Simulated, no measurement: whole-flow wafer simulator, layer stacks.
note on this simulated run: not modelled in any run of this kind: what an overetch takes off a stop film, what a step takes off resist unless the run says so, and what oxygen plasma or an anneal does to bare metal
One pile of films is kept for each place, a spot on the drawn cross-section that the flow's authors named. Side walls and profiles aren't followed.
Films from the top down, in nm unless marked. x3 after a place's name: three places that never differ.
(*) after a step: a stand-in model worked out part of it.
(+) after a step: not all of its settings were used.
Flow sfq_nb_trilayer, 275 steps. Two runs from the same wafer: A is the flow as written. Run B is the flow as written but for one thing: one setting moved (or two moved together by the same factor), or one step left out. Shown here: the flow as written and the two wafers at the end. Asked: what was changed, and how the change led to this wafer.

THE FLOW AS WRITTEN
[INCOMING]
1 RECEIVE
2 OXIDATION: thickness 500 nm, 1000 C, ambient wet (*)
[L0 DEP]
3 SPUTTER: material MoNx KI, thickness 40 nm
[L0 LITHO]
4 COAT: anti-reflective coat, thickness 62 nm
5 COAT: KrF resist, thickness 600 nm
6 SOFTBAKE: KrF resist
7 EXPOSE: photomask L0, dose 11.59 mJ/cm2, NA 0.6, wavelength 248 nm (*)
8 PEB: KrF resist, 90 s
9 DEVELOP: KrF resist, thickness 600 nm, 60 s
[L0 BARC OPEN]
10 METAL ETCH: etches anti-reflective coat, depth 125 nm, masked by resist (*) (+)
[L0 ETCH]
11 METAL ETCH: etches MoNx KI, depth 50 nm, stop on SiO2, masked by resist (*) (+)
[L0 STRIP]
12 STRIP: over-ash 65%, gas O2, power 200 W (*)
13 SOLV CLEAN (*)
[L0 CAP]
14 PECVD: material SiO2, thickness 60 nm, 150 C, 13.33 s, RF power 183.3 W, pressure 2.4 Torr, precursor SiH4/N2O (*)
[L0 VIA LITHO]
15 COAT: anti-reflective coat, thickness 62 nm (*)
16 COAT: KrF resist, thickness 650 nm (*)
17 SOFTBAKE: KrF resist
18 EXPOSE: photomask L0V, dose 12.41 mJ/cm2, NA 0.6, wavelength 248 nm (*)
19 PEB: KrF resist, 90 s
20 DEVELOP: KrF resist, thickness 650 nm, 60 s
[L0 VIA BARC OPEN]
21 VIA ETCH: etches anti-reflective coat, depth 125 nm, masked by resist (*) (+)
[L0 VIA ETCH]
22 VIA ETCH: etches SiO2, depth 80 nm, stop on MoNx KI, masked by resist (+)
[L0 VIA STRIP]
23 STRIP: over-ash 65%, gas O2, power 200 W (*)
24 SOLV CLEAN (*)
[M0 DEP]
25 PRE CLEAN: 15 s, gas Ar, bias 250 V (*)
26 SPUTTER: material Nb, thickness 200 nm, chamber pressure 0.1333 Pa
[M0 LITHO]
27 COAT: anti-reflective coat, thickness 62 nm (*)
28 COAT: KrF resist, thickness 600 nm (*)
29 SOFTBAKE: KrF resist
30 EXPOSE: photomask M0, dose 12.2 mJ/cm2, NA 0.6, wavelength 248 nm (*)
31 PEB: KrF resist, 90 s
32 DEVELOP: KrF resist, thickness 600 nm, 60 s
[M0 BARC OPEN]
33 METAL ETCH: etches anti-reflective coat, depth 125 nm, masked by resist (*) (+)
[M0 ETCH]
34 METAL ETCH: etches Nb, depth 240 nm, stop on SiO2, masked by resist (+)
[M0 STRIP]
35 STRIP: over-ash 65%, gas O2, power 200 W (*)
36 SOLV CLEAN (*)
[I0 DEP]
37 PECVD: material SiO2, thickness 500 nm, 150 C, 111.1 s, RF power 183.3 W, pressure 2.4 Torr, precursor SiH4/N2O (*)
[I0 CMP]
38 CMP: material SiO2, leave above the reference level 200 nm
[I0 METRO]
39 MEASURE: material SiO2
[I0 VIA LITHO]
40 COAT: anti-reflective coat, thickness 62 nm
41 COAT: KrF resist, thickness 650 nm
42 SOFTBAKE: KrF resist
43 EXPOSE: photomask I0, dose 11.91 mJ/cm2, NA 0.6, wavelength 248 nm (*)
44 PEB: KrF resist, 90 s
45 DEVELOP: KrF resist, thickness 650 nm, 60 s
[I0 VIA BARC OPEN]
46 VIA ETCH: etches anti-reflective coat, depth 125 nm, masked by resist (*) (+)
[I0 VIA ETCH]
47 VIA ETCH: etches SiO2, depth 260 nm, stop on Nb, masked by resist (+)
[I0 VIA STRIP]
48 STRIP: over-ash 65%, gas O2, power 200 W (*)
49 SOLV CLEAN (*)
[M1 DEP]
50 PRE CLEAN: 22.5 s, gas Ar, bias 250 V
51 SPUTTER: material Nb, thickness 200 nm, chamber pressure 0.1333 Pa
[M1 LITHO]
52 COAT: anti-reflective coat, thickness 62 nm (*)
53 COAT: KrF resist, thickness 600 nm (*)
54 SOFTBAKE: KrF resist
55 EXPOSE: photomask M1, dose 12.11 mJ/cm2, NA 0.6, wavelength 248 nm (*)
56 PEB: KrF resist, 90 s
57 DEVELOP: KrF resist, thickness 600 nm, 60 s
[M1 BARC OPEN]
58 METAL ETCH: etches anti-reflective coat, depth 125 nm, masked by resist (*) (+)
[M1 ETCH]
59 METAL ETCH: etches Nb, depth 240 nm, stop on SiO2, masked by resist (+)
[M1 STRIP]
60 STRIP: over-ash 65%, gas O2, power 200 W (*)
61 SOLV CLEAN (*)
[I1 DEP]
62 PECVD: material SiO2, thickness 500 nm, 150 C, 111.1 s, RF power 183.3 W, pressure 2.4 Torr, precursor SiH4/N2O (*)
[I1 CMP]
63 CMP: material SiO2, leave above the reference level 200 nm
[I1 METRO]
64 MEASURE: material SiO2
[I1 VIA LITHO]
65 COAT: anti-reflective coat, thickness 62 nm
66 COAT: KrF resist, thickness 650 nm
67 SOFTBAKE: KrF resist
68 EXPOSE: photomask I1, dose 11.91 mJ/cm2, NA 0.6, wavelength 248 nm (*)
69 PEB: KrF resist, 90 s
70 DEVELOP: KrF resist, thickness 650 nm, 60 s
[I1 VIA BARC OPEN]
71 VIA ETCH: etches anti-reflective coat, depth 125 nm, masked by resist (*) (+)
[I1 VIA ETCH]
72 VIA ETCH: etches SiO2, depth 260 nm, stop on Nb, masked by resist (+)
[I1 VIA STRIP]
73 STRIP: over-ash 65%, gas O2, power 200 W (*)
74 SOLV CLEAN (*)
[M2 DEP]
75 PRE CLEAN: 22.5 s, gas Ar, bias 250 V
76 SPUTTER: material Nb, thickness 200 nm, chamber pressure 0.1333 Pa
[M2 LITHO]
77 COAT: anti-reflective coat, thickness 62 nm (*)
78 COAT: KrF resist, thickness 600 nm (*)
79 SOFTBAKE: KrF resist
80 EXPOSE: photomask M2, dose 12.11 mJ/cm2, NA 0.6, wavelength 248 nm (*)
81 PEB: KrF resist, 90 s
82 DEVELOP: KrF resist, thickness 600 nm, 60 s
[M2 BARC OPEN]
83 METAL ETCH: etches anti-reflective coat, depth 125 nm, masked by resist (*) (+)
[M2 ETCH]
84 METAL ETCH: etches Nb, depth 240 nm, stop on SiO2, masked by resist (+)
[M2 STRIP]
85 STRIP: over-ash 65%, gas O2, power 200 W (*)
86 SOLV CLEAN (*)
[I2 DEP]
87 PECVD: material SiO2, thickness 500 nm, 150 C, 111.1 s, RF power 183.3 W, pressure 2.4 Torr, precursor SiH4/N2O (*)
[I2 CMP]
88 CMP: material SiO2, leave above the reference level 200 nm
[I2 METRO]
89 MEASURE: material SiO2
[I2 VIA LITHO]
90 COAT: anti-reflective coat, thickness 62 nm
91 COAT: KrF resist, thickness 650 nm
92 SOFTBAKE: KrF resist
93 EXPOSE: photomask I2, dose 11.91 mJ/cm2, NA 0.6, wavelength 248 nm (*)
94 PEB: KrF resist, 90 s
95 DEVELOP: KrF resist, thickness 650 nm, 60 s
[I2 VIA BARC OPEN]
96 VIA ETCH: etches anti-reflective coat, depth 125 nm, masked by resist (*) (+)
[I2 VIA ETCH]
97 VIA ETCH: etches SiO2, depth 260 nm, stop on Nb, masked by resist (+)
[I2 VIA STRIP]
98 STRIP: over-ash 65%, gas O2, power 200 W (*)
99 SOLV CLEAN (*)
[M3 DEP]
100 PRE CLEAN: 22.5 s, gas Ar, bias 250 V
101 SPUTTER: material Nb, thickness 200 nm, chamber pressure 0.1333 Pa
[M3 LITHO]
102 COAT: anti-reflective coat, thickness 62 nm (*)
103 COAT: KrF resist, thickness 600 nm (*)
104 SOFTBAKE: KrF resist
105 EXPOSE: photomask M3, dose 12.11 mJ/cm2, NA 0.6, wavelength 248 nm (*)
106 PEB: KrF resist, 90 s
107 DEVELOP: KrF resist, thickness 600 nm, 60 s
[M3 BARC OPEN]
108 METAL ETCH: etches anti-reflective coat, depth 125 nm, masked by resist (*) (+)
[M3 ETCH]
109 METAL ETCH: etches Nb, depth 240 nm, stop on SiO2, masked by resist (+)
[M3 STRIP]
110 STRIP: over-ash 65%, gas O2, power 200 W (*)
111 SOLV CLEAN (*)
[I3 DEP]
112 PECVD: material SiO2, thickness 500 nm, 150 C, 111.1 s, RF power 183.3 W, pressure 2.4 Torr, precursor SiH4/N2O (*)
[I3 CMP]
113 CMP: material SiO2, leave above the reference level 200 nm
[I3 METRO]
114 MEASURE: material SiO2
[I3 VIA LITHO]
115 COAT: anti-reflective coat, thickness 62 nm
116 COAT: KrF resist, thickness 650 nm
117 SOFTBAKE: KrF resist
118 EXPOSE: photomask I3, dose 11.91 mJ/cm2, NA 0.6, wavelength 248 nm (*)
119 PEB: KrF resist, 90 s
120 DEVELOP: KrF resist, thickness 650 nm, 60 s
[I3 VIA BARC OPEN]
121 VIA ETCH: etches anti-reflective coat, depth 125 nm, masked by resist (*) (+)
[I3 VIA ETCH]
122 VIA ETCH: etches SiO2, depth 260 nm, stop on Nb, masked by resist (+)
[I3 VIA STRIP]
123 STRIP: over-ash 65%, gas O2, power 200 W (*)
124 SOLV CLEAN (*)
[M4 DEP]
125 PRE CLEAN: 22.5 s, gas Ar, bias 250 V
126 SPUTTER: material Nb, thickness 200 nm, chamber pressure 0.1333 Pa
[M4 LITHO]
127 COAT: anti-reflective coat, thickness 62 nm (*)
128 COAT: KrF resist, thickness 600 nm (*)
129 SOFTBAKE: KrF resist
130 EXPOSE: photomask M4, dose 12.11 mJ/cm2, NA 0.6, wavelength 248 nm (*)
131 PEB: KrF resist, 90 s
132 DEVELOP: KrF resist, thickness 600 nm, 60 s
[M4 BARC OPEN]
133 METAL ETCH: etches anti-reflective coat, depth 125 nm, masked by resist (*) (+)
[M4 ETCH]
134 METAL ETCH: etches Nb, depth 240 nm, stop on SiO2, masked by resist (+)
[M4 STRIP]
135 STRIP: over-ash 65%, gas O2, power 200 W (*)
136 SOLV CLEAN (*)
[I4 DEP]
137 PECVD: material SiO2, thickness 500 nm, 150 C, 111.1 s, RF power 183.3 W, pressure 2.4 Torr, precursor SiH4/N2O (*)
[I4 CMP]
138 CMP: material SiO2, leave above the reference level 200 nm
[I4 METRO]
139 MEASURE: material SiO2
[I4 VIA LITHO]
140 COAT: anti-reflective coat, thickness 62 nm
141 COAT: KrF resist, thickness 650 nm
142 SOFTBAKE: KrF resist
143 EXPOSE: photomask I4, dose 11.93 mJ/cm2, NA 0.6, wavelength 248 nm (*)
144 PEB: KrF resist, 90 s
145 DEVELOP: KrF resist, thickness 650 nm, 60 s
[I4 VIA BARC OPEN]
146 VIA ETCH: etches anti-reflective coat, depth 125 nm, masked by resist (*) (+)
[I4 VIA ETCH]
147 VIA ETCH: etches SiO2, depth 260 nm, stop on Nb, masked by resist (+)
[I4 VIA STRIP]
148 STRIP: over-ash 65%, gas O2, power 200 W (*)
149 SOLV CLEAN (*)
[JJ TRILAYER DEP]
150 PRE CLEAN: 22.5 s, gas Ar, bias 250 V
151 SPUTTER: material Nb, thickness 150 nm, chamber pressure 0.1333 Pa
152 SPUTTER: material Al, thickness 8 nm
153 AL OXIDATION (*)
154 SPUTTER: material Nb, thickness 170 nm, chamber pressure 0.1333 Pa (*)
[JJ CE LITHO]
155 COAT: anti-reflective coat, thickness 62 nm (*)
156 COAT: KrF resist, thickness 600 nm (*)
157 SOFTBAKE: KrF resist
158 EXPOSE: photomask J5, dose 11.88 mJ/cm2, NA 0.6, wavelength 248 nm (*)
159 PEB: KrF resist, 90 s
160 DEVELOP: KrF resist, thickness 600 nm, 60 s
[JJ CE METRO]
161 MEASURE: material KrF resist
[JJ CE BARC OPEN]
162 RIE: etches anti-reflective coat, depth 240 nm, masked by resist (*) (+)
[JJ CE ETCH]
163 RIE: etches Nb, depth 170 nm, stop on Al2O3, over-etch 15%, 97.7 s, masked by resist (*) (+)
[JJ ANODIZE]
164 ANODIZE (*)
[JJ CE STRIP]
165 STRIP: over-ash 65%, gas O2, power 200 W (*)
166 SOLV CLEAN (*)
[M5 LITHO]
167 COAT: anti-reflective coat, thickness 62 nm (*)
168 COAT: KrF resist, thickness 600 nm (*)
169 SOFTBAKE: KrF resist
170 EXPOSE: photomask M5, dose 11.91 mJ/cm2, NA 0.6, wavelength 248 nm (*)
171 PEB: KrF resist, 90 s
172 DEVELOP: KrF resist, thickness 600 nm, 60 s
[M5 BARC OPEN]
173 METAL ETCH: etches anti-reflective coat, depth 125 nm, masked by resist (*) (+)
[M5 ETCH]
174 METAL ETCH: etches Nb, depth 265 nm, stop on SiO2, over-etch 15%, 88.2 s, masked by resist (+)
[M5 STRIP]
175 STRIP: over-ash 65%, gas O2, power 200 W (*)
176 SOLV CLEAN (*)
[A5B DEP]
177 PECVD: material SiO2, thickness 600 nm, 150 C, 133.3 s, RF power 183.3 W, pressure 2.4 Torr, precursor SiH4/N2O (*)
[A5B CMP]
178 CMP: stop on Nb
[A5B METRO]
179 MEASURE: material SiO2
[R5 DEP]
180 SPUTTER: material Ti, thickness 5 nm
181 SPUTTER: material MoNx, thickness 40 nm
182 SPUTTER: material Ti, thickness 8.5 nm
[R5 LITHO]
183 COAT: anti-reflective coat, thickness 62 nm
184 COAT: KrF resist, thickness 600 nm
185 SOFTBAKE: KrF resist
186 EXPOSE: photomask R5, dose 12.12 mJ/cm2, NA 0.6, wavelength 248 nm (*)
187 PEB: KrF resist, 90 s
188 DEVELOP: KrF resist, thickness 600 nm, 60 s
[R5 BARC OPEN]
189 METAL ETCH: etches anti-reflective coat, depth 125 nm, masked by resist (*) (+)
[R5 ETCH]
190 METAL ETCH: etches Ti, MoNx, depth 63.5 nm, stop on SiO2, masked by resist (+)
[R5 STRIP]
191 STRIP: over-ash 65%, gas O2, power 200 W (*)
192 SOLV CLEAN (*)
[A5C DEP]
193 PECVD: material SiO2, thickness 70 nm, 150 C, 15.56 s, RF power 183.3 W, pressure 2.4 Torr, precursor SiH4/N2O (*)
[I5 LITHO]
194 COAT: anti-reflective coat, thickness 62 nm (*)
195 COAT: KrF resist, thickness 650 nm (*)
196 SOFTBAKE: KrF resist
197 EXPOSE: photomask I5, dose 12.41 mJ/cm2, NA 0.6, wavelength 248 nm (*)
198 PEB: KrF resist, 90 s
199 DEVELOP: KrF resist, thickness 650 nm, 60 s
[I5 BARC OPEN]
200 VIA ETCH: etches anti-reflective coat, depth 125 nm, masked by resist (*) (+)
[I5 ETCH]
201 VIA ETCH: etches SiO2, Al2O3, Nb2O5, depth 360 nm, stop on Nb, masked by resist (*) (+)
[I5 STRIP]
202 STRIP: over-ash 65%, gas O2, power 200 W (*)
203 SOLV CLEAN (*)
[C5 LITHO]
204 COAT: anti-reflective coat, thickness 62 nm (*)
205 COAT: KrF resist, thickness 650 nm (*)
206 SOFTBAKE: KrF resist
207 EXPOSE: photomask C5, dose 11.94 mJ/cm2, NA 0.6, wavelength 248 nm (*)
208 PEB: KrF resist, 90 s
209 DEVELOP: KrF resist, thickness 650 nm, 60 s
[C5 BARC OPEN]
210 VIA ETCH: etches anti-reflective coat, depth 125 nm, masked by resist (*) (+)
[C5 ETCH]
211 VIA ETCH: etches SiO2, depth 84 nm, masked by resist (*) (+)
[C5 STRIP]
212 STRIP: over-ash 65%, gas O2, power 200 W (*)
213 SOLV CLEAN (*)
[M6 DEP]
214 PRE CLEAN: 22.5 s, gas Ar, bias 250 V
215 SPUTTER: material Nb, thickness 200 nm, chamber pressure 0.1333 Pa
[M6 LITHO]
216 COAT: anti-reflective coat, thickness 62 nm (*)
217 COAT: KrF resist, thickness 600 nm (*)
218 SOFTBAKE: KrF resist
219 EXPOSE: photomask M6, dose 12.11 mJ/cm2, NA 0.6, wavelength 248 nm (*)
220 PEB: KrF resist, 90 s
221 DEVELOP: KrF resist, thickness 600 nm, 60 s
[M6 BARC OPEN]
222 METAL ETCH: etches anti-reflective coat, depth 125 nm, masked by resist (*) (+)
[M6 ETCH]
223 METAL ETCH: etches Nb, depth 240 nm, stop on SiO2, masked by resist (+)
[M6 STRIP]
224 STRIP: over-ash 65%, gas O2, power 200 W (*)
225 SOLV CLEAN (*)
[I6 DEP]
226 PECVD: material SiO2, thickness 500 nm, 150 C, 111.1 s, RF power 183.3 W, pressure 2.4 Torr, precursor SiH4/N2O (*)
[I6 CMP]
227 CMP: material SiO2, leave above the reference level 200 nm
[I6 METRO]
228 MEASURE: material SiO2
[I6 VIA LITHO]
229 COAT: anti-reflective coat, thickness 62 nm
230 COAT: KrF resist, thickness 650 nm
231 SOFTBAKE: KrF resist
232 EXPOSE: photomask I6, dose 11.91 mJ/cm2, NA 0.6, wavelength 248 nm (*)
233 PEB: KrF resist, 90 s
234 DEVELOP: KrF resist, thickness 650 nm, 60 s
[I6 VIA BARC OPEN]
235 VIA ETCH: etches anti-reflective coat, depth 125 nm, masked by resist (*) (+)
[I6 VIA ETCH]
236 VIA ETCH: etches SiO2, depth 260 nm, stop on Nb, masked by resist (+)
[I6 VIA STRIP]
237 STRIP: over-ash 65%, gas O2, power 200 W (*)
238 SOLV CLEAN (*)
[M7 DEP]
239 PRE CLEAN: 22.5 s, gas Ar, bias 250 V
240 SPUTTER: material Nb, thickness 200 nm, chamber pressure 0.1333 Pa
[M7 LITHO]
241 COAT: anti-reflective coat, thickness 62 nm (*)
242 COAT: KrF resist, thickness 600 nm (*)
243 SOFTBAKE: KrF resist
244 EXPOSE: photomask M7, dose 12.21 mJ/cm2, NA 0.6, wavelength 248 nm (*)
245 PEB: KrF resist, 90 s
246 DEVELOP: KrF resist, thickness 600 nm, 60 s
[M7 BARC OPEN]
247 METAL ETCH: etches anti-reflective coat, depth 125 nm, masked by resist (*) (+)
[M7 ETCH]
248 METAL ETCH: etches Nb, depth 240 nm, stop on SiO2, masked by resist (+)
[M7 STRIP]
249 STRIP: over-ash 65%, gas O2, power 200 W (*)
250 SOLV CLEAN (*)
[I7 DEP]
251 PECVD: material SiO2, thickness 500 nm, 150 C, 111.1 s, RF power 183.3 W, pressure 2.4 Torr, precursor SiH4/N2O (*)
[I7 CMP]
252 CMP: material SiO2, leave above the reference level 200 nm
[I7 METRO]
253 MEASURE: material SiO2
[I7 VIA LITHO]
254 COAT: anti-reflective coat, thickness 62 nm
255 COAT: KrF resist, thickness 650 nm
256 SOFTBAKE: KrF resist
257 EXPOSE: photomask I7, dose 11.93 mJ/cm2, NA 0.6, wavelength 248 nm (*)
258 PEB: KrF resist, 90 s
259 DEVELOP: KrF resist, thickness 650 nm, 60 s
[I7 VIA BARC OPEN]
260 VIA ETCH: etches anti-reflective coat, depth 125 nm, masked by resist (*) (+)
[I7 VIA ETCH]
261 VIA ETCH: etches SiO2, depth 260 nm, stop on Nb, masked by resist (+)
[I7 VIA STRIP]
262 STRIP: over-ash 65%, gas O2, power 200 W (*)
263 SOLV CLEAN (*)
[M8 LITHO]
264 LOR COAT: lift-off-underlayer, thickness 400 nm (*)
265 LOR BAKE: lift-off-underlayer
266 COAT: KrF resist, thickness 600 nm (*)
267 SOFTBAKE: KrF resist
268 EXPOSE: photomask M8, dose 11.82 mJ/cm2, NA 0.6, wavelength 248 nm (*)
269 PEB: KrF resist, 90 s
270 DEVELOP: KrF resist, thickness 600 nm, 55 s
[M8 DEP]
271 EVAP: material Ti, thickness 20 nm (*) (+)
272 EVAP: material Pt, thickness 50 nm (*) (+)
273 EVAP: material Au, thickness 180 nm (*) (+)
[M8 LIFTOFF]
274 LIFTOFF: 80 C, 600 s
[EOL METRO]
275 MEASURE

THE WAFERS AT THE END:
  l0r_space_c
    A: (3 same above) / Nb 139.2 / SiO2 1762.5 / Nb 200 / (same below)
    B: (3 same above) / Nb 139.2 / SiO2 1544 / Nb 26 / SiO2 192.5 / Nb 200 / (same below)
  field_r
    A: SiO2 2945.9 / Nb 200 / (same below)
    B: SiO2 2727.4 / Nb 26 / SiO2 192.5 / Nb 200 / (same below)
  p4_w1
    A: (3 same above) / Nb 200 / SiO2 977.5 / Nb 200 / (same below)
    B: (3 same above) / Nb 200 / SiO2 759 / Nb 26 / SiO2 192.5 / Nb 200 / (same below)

The cause: step 59, METAL ETCH: depth 174 nm was run, where the flow has depth 240 nm.

How the change led to this, step by step:
  59 METAL ETCH: etches Nb, depth 240 nm, stop on SiO2, masked by resist (+)
      field_l, be, be_sur and 79 more: A Nb -200 (all of it) | B Nb -174
      v_sur, via_wl, via_w and 21 more: A KrF resist -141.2 | B KrF resist -102.4
  60 STRIP: over-ash 65%, gas O2, power 200 W (*)
      wl_j_sl, wl_jj, wl_j_sr and 13 more: A KrF resist -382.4 (all of it), anti-reflective coat -62 (all of it) | B KrF resist -421.2 (all of it), anti-reflective coat -62 (all of it)
      v_sur: A KrF resist -365.9 (all of it), anti-reflective coat -61.1 (all of it) | B KrF resist -404.7 (all of it), anti-reflective coat -61.1 (all of it)
      (and at 7 more places)
  62 PECVD: material SiO2, thickness 500 nm, 150 C, 111.1 s, RF power 183.3 W, pressure 2.4 Torr, precursor SiH4/N2O (*)
      field_l, be, be_sur and 72 more: A SiO2 +500 | B SiO2 +500 (new film)
      lsp_m, ln_m6, lsp_r, l0_sur, l0v: A SiO2 +494.9 | B SiO2 +500 (new film)
      (and at 2 more places)
  63 CMP: material SiO2, leave above the reference level 200 nm
      field_l, be, be_sur and 72 more: A SiO2 -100 | B SiO2 -126
      lsp_m, ln_m6, lsp_r, l0_sur, l0v: A SiO2 -94.9 | B SiO2 -126
Counting metal films that touch as one body, l0r_space_c has 3 bodies (between them, from the top down: SiO2 1544; SiO2 192.5); the flow as written gives 2 bodies (between them, from the top down: SiO2 1762.5).
Counting metal films that touch as one body, field_r has 2 bodies (between them, from the top down: SiO2 192.5); the flow as written gives 1 body.
Counting metal films that touch as one body, p4_w1 has 4 bodies (between them, from the top down: SiO2 192.5; SiO2 759; SiO2 192.5); the flow as written gives 3 bodies (between them, from the top down: SiO2 192.5; SiO2 977.5).
